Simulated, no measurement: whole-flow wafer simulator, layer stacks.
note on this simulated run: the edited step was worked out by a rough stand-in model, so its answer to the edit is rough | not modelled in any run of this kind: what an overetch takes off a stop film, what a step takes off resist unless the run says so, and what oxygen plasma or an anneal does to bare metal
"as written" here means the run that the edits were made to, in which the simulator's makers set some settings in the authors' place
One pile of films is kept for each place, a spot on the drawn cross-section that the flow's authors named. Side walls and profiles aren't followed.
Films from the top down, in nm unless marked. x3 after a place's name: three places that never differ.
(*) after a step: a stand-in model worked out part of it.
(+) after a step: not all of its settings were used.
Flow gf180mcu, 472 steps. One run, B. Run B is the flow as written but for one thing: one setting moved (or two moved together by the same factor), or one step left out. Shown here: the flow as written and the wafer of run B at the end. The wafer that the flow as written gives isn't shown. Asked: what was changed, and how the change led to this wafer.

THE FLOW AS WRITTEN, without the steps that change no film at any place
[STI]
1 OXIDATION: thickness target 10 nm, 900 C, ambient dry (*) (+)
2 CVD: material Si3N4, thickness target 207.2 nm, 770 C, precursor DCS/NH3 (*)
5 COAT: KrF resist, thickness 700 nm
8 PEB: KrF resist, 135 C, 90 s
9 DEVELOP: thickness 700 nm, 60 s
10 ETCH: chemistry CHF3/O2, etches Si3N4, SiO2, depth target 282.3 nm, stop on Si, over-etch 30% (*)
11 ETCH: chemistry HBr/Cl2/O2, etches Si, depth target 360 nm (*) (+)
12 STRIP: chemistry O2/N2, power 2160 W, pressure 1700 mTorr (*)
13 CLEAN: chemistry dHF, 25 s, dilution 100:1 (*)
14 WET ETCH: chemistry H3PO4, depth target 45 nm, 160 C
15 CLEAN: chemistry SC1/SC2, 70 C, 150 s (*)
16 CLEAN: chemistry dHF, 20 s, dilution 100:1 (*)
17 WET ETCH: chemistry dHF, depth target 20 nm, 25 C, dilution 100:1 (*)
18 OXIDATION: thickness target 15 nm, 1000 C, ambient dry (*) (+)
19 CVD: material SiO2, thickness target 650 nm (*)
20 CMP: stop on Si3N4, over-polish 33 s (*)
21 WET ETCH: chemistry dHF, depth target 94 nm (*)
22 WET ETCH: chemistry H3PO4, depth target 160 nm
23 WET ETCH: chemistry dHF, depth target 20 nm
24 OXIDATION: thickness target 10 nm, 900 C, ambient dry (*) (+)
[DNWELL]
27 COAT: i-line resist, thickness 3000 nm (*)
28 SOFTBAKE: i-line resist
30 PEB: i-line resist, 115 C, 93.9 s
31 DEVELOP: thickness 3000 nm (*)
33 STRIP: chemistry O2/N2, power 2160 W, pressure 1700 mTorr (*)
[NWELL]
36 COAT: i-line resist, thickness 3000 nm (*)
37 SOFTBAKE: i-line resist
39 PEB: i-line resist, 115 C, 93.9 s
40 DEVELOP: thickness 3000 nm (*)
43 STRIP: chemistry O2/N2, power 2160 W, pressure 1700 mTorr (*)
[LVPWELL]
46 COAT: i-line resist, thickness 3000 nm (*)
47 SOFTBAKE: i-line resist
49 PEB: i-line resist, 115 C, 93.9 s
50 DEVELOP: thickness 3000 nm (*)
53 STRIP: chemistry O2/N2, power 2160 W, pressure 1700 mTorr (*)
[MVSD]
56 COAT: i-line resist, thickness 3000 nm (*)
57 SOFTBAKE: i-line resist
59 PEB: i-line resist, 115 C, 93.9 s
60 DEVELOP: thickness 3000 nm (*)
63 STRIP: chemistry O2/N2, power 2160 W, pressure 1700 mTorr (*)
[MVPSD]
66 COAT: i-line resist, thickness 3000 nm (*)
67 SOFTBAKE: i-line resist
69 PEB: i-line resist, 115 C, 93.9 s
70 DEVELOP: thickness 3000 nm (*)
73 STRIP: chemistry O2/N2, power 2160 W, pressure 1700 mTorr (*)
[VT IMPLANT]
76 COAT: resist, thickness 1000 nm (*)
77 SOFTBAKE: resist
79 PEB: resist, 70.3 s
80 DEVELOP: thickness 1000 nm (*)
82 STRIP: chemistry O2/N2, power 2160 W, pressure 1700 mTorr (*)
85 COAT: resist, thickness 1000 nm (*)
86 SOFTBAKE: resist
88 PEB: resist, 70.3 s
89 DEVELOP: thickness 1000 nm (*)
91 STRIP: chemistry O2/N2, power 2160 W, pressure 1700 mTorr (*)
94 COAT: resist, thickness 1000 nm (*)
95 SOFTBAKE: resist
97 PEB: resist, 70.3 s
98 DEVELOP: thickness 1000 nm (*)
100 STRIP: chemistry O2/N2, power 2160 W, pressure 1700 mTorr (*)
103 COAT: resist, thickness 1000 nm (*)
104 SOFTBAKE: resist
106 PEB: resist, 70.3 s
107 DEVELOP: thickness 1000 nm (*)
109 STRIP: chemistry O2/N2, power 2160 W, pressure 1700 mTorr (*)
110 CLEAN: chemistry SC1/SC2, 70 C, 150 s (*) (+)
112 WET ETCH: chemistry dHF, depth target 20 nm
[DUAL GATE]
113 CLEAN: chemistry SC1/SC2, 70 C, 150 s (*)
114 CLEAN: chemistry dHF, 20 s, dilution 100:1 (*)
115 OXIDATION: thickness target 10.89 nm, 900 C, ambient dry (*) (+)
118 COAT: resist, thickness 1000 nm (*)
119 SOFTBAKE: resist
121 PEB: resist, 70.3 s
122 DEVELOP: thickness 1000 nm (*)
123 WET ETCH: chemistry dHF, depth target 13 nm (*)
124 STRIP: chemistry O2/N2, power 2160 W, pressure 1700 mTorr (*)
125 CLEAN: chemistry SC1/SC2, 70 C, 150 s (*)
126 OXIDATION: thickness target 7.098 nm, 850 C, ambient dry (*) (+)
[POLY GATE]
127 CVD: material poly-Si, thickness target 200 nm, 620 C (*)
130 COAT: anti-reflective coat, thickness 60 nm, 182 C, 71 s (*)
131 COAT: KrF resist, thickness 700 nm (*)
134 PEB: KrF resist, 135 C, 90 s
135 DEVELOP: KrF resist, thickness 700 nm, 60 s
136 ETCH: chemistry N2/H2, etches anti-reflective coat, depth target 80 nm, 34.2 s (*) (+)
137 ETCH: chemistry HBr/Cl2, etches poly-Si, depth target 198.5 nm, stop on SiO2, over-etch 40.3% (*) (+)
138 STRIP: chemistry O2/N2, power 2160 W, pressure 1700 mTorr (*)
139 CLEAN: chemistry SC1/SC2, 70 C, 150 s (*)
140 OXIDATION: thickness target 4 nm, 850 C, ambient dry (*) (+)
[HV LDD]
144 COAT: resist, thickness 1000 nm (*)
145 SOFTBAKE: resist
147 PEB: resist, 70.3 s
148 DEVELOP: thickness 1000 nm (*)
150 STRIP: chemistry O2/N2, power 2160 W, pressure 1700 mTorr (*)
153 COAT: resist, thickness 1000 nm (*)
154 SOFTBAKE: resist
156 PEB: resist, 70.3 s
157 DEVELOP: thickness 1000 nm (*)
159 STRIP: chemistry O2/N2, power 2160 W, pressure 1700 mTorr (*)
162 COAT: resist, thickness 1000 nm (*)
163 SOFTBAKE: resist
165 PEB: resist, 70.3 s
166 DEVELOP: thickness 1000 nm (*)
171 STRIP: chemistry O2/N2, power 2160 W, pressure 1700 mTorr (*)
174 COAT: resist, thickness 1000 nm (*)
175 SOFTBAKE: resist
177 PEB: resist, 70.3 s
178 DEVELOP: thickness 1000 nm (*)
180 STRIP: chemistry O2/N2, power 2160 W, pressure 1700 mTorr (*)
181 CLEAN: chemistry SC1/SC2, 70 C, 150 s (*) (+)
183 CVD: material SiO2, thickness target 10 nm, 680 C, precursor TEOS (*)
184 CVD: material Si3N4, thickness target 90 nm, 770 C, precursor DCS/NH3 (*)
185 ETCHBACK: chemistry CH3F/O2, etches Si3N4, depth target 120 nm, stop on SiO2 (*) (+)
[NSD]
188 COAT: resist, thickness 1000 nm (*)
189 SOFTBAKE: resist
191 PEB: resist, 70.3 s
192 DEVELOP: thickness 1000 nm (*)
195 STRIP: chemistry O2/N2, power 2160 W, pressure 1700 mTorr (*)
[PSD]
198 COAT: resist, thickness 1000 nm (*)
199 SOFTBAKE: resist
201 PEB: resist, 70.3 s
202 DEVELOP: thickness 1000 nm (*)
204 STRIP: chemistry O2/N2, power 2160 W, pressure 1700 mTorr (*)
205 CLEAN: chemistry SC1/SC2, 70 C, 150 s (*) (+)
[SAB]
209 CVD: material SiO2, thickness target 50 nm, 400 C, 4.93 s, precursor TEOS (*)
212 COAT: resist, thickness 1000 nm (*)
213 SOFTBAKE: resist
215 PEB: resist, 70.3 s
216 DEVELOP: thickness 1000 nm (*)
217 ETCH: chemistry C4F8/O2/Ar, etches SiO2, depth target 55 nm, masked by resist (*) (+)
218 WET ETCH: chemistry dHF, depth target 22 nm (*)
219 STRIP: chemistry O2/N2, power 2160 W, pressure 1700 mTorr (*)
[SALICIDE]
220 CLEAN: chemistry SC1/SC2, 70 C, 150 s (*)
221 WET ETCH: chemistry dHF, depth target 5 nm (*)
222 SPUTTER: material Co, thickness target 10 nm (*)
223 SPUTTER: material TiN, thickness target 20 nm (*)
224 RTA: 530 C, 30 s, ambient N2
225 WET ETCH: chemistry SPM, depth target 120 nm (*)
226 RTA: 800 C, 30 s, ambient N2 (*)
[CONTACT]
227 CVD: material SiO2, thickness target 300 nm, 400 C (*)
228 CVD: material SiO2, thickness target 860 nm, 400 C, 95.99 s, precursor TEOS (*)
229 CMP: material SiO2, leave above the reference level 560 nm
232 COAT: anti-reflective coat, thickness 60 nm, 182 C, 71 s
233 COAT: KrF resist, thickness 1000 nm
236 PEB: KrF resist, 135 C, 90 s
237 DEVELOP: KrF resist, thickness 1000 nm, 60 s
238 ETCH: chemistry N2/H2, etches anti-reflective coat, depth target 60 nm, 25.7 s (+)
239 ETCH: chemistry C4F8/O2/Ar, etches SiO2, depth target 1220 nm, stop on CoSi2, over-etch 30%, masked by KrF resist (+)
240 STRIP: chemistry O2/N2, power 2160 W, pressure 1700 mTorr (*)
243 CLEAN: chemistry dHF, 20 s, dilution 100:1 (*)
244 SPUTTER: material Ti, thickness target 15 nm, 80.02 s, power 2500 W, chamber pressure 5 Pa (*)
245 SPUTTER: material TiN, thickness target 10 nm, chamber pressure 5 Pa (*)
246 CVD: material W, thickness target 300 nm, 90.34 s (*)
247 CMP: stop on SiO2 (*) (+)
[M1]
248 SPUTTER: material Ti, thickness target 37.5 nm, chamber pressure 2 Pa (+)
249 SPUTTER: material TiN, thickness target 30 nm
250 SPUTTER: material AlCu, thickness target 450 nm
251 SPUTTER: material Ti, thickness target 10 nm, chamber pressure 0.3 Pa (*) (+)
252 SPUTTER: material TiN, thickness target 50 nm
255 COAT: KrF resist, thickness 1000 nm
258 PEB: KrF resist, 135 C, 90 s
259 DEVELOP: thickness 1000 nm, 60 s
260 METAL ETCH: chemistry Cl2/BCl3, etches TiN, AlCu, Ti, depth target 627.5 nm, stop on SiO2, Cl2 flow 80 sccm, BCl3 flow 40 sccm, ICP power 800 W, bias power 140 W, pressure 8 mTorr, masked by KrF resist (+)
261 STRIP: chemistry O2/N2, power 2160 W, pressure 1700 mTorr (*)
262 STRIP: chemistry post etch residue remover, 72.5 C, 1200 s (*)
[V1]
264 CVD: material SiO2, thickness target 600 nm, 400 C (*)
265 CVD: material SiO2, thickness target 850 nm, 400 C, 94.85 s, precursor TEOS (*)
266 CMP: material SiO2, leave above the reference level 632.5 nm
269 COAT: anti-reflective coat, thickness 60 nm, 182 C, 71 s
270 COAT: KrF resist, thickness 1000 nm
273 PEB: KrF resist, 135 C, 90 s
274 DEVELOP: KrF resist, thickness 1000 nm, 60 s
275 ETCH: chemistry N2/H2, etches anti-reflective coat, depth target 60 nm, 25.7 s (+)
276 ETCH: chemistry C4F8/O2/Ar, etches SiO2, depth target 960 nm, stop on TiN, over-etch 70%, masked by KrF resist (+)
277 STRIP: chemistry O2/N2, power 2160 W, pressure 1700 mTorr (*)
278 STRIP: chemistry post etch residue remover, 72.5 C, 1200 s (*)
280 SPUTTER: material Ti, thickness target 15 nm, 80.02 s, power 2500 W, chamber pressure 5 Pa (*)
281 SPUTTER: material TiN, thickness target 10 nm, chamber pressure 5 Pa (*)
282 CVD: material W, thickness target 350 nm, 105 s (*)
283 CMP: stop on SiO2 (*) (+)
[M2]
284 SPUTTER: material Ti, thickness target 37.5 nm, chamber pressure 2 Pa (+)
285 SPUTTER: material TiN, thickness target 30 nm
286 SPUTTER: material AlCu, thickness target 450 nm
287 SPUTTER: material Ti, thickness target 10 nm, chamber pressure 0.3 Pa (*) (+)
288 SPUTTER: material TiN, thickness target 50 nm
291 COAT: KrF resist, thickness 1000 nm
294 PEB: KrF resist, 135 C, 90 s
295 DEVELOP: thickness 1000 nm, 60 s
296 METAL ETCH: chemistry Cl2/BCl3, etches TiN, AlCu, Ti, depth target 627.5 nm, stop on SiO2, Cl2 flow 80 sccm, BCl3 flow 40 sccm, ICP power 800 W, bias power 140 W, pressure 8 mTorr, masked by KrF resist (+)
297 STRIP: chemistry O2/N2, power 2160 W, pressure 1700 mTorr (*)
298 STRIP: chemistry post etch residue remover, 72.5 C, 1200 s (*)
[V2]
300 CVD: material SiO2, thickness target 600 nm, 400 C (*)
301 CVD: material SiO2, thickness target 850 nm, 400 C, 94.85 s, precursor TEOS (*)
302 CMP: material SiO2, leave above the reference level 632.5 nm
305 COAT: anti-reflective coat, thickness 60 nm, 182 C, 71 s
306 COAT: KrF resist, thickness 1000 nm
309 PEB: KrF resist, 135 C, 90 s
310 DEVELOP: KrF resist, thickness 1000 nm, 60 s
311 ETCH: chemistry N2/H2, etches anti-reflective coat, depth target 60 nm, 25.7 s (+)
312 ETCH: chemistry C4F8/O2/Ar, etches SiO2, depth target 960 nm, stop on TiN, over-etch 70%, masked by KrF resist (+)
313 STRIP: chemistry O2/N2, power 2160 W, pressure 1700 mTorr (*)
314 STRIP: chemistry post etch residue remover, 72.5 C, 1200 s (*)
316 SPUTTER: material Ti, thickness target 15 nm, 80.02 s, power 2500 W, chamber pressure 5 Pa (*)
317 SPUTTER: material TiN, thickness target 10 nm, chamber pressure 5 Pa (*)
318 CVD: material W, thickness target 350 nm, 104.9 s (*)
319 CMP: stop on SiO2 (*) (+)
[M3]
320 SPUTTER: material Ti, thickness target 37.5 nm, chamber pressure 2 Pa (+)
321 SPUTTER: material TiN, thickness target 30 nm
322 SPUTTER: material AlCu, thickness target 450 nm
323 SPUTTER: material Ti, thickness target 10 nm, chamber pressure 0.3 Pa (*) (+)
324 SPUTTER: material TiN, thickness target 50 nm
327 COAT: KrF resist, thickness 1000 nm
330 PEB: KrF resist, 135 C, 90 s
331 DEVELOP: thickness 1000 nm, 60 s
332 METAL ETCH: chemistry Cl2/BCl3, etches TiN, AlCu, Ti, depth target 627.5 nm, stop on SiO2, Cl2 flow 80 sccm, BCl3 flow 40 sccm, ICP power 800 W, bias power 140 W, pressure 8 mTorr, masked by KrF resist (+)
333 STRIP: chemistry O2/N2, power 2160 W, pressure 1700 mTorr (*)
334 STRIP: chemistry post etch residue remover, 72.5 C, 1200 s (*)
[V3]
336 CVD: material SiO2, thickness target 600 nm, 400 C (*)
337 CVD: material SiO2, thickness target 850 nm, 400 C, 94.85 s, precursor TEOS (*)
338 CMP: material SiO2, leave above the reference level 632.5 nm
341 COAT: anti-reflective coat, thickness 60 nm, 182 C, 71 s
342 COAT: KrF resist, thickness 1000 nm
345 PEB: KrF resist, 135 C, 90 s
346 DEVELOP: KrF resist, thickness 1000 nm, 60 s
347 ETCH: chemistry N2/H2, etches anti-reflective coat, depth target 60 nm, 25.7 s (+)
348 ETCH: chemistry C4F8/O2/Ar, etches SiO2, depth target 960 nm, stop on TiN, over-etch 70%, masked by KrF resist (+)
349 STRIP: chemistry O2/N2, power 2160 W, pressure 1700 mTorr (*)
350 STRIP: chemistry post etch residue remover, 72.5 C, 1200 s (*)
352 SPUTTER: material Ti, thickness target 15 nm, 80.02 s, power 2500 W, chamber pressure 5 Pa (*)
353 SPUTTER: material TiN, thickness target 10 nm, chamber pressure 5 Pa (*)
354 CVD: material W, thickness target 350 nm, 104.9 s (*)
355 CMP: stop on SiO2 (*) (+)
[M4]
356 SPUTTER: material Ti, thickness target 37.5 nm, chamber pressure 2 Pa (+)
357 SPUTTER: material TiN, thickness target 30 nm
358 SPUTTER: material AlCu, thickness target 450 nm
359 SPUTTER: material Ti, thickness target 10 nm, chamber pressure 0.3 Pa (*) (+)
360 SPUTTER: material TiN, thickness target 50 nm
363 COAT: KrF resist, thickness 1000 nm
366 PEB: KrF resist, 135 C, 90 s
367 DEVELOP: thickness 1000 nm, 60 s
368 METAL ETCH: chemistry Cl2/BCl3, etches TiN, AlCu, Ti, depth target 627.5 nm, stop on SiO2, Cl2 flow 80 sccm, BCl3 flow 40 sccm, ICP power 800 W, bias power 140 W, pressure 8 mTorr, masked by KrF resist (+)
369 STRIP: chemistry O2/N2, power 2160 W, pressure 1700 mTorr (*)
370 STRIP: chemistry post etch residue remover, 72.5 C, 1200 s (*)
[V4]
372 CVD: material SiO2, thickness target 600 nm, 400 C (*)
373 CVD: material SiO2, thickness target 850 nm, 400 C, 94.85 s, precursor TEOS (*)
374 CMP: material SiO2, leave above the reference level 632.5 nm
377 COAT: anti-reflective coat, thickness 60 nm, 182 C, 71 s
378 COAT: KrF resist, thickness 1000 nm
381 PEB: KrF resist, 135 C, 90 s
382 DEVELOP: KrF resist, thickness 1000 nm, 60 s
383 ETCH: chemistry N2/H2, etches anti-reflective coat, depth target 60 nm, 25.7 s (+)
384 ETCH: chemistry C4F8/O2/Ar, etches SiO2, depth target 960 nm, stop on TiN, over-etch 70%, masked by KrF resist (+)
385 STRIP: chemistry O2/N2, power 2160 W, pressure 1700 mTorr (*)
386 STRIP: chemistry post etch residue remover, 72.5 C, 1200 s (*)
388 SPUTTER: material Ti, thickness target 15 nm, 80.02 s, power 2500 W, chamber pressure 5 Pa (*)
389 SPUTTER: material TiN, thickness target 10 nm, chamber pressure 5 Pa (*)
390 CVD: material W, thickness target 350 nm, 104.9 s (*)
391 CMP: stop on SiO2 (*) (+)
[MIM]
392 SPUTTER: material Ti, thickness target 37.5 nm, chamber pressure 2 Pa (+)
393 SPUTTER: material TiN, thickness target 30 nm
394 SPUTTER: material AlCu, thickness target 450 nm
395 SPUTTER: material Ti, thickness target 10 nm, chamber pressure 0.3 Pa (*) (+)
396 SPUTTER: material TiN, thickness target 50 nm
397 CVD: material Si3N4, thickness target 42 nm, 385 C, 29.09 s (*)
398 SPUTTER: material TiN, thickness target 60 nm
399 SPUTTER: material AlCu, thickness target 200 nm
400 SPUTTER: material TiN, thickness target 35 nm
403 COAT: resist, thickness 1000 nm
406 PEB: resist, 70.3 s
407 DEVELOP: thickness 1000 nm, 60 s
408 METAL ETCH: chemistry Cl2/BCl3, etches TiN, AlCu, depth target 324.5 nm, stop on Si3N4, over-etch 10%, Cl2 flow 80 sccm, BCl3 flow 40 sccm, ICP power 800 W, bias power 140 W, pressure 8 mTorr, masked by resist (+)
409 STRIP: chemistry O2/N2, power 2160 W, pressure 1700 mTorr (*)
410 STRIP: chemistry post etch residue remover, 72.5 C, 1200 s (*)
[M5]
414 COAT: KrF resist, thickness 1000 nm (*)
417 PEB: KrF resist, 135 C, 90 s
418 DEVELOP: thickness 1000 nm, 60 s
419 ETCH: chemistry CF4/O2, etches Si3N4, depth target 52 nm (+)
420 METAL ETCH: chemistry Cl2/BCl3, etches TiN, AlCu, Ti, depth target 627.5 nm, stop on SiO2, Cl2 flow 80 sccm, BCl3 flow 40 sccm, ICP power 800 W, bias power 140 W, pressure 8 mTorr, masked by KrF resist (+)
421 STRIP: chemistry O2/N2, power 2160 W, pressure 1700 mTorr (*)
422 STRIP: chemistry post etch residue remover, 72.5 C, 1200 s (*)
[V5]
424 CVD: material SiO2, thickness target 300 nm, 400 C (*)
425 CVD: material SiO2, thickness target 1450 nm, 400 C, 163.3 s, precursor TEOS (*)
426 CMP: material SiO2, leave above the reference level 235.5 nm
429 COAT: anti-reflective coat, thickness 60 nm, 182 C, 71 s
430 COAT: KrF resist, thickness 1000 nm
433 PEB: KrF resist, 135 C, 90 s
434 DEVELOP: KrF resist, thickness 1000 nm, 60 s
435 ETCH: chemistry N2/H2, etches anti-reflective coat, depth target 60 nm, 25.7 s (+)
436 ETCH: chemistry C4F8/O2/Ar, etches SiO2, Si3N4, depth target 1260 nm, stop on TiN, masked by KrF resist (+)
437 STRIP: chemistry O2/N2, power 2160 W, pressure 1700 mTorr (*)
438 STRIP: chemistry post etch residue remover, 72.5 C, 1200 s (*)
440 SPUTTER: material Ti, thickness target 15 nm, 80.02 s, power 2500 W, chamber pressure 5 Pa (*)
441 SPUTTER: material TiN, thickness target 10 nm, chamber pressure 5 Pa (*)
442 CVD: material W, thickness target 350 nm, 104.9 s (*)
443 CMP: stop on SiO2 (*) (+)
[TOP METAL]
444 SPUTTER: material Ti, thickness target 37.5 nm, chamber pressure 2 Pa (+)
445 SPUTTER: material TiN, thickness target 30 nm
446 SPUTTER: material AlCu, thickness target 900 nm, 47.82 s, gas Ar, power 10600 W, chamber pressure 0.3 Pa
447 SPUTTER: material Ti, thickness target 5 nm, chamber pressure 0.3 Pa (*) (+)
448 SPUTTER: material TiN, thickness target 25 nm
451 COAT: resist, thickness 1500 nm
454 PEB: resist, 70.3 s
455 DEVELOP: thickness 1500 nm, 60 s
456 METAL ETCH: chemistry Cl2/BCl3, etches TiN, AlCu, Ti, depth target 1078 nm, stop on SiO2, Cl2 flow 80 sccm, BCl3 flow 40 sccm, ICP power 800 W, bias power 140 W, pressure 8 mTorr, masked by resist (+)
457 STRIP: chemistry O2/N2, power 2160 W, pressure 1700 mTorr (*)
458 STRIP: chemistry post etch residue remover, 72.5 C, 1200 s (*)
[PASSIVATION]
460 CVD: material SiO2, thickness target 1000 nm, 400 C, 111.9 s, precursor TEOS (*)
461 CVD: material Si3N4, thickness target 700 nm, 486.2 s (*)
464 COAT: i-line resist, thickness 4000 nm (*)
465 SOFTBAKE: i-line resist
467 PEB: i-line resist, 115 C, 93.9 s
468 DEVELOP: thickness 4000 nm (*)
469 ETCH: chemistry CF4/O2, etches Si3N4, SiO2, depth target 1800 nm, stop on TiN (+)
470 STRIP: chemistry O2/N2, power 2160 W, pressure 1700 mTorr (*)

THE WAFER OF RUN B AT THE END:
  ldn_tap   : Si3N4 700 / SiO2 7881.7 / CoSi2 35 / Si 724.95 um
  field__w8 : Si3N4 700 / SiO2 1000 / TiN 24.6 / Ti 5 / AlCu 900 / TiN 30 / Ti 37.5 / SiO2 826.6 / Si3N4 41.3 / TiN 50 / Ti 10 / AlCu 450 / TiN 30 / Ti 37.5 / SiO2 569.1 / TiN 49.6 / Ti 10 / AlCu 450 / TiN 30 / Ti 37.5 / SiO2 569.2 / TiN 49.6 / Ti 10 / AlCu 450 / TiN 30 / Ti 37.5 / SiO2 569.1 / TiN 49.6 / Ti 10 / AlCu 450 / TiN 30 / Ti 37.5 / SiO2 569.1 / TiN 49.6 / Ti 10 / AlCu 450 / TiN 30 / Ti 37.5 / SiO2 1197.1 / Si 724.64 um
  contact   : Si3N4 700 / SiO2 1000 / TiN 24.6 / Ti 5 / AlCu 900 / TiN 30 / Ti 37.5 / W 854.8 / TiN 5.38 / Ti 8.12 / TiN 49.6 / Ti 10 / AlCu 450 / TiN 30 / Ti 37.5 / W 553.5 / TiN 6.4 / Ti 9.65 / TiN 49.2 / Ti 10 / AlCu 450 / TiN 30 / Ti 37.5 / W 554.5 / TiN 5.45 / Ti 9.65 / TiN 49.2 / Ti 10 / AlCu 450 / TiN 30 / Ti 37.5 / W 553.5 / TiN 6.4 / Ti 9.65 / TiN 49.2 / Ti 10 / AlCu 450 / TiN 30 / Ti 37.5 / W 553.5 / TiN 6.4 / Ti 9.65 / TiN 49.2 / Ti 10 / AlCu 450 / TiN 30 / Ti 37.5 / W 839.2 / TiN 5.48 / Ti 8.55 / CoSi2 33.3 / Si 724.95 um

The cause: step 353, SPUTTER: thickness target 8.5 nm was run, where the flow has thickness target 10 nm.

How the change led to this, step by step:
  353 SPUTTER: material TiN, thickness target 10 nm, chamber pressure 5 Pa (*)
      field, field__w1, field__w2 and 107 more: TiN +8.5 (new film) (as written it would be: TiN +10 (new film))
      contact: TiN +5.45 (new film) (as written it would be: TiN +6.4 (new film))
  355 CMP: stop on SiO2 (*) (+)
      field, field__w1, field__w2 and 107 more: W -350 (all of it), TiN -8.5 (all of it), Ti -15 (all of it), SiO2 -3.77 (as written it would be: W -350 (all of it), TiN -10 (all of it), Ti -15 (all of it), SiO2 -3.78)
